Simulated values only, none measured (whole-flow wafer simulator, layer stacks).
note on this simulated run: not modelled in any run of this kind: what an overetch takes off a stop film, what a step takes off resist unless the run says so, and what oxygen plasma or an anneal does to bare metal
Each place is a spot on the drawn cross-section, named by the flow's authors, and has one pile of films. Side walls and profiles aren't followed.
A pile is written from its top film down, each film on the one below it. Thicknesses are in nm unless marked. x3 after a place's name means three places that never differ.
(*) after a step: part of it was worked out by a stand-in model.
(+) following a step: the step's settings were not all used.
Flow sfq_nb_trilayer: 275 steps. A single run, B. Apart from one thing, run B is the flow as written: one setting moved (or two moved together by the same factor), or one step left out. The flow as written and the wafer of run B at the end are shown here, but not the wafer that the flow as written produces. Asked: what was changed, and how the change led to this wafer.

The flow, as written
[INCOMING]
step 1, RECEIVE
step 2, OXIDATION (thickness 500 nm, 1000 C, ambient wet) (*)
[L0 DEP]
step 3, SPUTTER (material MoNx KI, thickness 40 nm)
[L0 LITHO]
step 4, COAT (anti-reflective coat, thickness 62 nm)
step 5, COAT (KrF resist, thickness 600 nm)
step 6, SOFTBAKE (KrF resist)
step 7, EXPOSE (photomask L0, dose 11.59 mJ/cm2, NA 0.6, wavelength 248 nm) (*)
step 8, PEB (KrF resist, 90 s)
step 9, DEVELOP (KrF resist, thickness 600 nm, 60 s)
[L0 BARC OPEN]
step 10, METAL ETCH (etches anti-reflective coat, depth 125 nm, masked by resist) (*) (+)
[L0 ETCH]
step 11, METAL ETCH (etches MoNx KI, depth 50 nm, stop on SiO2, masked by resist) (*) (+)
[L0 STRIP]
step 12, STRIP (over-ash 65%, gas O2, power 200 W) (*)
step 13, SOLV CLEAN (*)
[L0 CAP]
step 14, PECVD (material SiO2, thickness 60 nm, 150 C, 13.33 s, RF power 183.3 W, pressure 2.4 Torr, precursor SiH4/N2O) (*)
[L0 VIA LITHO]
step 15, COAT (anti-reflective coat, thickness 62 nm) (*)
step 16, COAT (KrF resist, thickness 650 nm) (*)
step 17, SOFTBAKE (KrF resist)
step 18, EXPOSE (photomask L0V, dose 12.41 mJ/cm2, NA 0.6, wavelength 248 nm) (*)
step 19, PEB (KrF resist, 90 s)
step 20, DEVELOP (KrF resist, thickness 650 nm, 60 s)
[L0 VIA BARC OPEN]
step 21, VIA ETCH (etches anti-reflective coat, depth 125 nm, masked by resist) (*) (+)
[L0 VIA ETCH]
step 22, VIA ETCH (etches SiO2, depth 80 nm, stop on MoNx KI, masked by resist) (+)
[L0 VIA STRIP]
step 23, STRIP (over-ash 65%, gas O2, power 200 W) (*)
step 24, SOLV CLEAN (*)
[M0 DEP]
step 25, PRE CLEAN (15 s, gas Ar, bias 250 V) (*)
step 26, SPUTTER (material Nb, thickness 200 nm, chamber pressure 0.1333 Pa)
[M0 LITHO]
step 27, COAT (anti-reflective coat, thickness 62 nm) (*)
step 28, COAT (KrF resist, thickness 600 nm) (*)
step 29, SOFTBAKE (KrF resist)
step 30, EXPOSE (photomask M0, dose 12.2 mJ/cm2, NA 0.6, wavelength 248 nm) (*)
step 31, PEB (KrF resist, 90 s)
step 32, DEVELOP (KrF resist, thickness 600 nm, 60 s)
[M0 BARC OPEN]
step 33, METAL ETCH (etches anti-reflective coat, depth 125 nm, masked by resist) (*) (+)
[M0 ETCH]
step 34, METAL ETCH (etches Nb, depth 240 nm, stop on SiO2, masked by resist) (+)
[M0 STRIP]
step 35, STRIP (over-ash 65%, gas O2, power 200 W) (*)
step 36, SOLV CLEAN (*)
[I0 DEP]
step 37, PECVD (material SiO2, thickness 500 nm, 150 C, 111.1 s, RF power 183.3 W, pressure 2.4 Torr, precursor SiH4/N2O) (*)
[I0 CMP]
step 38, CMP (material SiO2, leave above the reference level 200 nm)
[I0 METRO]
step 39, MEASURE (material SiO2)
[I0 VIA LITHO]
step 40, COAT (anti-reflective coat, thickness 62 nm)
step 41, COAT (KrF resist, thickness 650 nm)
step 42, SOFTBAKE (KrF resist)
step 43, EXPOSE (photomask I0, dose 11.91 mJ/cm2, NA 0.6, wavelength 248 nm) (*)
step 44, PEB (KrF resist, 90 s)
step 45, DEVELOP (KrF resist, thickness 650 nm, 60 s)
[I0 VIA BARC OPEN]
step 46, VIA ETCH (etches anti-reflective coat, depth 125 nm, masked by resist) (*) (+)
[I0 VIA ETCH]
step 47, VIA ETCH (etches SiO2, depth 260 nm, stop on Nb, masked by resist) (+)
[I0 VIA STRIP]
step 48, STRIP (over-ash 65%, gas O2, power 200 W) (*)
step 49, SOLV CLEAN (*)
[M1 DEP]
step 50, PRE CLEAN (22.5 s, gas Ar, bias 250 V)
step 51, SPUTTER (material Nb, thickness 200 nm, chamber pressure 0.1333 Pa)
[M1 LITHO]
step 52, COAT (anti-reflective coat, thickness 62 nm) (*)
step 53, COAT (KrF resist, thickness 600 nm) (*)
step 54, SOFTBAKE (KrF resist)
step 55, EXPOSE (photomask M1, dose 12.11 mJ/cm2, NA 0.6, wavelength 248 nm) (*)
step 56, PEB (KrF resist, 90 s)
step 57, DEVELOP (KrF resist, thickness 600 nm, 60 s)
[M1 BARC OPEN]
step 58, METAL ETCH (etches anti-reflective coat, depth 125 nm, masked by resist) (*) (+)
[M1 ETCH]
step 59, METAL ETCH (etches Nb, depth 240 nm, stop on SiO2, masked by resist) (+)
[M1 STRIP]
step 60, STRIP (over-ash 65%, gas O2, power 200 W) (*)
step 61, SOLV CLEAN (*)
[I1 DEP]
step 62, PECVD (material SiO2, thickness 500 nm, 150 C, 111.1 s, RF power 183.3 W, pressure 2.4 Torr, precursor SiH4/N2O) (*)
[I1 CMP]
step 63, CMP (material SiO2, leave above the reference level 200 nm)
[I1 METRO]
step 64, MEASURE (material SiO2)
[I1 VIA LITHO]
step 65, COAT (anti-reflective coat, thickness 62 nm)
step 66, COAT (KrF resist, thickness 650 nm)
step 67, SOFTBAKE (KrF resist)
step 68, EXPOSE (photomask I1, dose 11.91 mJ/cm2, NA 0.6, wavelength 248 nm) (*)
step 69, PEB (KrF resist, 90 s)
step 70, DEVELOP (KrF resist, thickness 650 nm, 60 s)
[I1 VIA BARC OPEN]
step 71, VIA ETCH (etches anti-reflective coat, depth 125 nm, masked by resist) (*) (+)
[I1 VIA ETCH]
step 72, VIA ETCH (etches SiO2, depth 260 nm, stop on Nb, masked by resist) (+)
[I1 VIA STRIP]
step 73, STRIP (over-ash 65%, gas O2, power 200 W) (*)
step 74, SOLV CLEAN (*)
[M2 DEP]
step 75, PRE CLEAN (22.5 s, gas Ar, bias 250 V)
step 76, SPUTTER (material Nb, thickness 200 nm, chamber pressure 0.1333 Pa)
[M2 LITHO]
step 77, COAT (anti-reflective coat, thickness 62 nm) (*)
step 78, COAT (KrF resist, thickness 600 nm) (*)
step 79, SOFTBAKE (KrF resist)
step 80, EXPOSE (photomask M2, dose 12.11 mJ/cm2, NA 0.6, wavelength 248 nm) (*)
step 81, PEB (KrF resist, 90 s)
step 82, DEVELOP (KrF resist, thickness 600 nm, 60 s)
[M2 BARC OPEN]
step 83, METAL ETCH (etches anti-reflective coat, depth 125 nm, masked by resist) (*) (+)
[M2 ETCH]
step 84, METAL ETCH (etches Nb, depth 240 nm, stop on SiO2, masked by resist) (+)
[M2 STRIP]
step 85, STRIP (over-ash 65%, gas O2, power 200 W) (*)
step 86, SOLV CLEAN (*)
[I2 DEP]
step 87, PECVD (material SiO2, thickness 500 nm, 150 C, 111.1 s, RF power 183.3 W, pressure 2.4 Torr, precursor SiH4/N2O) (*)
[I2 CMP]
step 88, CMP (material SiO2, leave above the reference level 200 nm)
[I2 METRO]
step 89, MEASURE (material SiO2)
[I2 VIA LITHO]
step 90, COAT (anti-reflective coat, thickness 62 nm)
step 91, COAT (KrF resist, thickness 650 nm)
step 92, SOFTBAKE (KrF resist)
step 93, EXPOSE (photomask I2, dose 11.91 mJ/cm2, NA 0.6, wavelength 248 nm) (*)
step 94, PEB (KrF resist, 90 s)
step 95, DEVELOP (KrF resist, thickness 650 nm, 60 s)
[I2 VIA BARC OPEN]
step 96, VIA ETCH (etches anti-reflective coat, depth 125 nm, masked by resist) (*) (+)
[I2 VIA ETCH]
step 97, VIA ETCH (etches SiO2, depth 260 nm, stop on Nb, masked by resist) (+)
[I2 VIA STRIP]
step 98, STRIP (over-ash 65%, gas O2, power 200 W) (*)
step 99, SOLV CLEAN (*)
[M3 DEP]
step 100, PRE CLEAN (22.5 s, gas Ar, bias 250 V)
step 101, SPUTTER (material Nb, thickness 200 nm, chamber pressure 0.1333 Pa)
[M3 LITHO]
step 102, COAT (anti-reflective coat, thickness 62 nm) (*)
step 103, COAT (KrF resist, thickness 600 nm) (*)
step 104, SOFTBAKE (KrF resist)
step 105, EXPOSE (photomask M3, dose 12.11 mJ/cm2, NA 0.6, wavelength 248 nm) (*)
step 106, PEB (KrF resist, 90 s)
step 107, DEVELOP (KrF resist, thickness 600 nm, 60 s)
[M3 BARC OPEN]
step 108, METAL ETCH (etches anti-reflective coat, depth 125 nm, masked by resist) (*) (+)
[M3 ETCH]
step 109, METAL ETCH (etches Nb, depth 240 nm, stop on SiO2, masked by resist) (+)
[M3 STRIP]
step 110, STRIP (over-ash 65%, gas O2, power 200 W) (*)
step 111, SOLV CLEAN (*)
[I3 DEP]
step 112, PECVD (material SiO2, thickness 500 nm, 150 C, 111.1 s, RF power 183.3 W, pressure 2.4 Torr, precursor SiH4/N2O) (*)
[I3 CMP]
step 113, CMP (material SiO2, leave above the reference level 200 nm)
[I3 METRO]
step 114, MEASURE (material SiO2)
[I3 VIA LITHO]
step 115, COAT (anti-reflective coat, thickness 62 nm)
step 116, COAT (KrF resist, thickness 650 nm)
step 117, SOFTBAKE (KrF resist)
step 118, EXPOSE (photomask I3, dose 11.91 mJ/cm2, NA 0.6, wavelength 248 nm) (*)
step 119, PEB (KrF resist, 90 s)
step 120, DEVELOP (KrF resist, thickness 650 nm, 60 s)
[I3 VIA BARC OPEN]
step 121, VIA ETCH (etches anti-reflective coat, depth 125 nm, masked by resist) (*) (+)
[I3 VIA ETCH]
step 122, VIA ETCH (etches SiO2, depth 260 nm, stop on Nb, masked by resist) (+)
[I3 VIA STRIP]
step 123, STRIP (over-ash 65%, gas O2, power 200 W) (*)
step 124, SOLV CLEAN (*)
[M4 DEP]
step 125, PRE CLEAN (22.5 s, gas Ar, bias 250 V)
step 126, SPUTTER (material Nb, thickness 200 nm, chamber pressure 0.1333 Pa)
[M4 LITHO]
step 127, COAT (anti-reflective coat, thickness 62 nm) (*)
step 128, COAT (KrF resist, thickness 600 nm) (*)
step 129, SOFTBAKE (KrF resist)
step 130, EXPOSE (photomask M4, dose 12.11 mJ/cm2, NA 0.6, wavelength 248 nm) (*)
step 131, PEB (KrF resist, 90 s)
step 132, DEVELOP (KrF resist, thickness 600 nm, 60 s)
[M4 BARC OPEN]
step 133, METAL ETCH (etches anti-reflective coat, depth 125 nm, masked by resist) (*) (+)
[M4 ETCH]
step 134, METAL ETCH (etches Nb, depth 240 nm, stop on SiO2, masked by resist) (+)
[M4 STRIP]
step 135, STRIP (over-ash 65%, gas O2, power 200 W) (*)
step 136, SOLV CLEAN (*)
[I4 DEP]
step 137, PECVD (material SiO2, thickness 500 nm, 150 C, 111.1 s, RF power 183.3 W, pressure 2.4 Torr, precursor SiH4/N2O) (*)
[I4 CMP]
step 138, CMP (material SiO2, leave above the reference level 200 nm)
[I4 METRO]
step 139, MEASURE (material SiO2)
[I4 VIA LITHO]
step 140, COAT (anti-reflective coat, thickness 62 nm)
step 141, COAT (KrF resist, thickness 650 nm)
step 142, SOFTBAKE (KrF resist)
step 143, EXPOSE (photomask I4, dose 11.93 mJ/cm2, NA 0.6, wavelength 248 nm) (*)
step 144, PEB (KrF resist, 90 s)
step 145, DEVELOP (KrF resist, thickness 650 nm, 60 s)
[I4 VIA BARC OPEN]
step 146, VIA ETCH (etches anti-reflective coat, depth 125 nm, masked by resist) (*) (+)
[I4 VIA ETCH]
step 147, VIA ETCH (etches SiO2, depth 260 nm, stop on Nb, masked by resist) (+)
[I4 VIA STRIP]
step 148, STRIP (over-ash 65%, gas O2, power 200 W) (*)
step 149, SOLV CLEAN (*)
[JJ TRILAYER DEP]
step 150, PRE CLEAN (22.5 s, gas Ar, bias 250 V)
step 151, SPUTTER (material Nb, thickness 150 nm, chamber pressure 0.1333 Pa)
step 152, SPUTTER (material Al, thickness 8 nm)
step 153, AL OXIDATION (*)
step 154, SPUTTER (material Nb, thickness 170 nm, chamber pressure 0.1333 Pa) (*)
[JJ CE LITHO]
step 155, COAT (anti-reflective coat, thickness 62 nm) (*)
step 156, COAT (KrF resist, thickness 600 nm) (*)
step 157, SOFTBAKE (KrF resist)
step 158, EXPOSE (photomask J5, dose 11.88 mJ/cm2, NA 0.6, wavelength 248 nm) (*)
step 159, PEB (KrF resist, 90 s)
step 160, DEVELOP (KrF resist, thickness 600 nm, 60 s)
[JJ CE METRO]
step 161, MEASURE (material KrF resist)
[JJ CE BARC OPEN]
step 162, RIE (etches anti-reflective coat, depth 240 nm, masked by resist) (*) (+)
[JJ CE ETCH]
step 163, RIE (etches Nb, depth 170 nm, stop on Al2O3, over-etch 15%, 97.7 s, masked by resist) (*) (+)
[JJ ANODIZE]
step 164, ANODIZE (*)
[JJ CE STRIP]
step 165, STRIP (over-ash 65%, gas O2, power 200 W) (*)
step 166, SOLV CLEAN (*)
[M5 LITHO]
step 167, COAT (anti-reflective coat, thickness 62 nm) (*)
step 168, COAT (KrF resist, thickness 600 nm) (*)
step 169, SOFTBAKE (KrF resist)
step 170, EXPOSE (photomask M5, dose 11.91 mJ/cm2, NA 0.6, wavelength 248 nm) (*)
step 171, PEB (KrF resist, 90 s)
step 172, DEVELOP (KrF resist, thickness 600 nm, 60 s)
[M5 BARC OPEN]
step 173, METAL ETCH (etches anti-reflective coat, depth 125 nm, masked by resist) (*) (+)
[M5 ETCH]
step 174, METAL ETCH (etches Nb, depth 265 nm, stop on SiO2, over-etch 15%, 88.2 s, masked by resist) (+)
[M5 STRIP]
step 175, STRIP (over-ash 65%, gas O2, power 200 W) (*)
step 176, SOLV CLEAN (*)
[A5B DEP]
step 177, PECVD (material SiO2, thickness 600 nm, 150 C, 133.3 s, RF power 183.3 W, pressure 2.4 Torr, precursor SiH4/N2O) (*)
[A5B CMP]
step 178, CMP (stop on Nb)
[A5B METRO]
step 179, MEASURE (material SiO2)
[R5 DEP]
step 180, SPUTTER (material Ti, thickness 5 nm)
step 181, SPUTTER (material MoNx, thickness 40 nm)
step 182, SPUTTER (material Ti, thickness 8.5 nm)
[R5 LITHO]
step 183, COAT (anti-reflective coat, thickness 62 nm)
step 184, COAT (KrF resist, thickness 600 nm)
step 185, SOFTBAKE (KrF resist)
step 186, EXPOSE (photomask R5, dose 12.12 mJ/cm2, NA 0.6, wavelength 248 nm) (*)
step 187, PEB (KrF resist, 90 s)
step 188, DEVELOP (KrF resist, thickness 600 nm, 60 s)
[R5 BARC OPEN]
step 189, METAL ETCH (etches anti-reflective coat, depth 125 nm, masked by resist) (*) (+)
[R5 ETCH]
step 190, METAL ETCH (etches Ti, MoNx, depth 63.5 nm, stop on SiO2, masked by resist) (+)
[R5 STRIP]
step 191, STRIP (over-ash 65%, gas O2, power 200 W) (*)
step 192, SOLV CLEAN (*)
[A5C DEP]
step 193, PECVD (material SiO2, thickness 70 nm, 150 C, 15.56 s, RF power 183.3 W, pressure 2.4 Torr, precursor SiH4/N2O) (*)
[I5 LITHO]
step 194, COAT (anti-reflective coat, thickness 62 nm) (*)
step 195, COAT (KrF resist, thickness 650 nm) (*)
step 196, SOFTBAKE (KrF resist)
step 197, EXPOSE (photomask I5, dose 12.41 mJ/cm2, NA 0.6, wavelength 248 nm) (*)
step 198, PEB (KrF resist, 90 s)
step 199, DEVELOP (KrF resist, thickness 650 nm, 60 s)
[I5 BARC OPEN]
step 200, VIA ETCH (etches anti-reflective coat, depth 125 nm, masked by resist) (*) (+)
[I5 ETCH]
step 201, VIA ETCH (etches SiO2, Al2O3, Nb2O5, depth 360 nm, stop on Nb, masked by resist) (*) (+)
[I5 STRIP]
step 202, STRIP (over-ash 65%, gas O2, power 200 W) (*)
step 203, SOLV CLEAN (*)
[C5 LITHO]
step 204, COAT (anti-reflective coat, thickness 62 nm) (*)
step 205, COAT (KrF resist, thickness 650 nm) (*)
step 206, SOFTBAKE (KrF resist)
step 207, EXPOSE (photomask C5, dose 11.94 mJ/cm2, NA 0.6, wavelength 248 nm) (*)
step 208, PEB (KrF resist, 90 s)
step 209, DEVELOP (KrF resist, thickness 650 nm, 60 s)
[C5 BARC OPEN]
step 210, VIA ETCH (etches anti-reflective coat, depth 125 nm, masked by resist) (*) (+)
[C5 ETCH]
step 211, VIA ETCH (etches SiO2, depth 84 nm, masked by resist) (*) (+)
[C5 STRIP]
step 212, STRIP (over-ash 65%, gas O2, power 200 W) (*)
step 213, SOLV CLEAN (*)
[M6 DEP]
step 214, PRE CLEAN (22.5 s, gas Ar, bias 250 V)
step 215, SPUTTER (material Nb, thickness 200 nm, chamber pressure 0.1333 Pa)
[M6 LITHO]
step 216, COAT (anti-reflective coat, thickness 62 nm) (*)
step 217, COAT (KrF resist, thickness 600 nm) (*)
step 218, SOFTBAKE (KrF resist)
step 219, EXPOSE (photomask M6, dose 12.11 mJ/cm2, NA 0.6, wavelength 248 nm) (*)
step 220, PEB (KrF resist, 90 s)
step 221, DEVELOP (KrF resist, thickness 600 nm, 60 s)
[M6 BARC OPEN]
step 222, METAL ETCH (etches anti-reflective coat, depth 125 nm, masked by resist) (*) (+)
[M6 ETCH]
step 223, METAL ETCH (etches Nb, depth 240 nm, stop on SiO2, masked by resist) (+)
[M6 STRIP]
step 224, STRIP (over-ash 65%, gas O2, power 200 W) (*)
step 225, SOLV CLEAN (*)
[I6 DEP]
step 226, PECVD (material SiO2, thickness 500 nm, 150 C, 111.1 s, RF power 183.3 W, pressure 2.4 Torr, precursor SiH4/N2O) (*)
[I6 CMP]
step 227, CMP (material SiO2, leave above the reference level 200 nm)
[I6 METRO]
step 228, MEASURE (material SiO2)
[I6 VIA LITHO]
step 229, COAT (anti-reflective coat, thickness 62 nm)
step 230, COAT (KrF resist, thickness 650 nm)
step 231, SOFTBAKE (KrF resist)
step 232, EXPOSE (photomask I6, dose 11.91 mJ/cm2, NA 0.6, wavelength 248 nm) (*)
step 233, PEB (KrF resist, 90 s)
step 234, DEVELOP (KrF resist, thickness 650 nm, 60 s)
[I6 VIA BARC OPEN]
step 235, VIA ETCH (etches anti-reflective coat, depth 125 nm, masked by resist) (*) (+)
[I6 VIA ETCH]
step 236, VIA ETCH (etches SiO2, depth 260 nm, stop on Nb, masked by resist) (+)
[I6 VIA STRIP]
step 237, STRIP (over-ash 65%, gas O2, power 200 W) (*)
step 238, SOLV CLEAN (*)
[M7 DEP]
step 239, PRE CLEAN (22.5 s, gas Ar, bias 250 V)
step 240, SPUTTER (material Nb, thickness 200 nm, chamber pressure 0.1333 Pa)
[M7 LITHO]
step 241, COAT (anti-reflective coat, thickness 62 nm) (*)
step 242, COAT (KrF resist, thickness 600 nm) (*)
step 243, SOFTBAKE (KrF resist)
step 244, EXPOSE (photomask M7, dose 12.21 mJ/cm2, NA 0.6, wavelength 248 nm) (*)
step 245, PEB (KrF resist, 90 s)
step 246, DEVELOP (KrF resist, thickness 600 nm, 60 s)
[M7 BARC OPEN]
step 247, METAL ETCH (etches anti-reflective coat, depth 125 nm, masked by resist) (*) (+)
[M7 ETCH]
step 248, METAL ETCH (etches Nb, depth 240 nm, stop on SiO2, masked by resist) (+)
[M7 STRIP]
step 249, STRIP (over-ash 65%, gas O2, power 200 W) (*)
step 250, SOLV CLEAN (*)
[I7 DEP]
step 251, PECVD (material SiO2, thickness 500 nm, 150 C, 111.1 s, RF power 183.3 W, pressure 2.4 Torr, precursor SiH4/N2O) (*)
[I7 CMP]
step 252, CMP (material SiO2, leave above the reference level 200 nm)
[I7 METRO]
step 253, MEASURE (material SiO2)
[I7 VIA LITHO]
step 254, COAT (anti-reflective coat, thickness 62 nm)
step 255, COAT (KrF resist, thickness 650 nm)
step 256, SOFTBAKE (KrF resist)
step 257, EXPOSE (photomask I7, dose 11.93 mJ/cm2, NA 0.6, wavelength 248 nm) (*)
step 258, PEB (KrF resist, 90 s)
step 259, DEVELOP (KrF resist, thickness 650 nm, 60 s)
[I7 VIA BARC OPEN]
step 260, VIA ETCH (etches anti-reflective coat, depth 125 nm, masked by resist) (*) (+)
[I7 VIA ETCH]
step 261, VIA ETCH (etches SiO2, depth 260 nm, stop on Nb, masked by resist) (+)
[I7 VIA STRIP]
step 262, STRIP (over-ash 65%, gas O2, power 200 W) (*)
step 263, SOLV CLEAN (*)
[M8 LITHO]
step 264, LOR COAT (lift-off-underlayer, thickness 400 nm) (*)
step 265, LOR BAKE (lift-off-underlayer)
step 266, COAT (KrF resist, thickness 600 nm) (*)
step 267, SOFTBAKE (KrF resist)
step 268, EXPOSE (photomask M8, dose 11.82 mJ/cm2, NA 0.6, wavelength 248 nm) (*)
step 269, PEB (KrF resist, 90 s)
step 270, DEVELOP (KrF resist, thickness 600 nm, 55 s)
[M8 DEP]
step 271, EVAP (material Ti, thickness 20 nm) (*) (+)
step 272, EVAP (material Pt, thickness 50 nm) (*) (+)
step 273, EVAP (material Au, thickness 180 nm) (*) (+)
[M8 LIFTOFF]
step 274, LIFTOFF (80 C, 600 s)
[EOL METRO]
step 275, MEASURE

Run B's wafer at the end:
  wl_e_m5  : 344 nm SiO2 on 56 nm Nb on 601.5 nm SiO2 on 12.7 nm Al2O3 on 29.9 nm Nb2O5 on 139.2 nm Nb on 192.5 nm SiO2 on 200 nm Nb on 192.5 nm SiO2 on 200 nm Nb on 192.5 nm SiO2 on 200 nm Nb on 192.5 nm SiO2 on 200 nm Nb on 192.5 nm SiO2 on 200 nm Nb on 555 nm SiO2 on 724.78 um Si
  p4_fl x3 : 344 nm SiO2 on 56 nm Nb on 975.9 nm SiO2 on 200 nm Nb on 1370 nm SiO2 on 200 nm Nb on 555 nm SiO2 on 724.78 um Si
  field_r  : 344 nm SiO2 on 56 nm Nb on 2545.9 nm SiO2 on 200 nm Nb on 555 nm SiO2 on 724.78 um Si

The reason: step 248, METAL ETCH: depth 144 nm was run, while the flow as written has depth 240 nm.

Step by step, how the change led to this:
  step 248, METAL ETCH (etches Nb, depth 240 nm, stop on SiO2, masked by resist) (+)
      field_l, field_r, lsp_l and 62 more: Nb loses 144 (it would be, as written: Nb loses 200 (all of it))
      v_sur, via_wl, via_w and 38 more: KrF resist loses 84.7 (it would be, as written: KrF resist loses 141.2)
  step 249, STRIP (over-ash 65%, gas O2, power 200 W) (*)
      wl_j_sl, wl_jj, wl_j_sr and 14 more: KrF resist loses 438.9 (all of it), anti-reflective coat loses 62 (all of it) (it would be, as written: KrF resist loses 382.4 (all of it), anti-reflective coat loses 62 (all of it))
      ln_m5, lsp_m, ln_m6, lsp_r: KrF resist loses 438.4 (all of it), anti-reflective coat loses 61.8 (all of it) (it would be, as written: KrF resist loses 381.9 (all of it), anti-reflective coat loses 61.8 (all of it))
      (and at 20 other places as well)
  step 251, PECVD (material SiO2, thickness 500 nm, 150 C, 111.1 s, RF power 183.3 W, pressure 2.4 Torr, precursor SiH4/N2O) (*)
      field_l, p4_fl x3, p4_w1 x9 and 46 more: SiO2 gains 500 (new film) (it would be, as written: SiO2 gains 500)
      field_r, lsp_l: SiO2 gains 483.9 (new film) (it would be, as written: SiO2 gains 477.7)
      (and at 4 other places as well)
  step 252, CMP (material SiO2, leave above the reference level 200 nm)
      field_l, p4_fl x3, p4_w1 x9 and 46 more: SiO2 loses 156 (it would be, as written: SiO2 loses 100)
      field_r, lsp_l: SiO2 loses 139.9 (it would be, as written: SiO2 loses 77.7)
      (and at 2 other places as well)
Taking metal films that touch as one body, wl_e_m5 has 7 bodies (between them, from the top down: SiO2 601.5 / Al2O3 12.7 / Nb2O5 29.9; SiO2 192.5; SiO2 192.5; SiO2 192.5; SiO2 192.5; SiO2 192.5); the flow as written gives 6 bodies (between them, from the top down: SiO2 192.5; SiO2 192.5; SiO2 192.5; SiO2 192.5; SiO2 192.5).
Taking metal films that touch as one body, p4_fl x3 has 3 bodies (between them, from the top down: SiO2 975.9; SiO2 1370); the flow as written gives 2 bodies (between them, from the top down: SiO2 1370).
Taking metal films that touch as one body, field_r has 2 bodies (between them, from the top down: SiO2 2545.9); the flow as written gives 1 body.
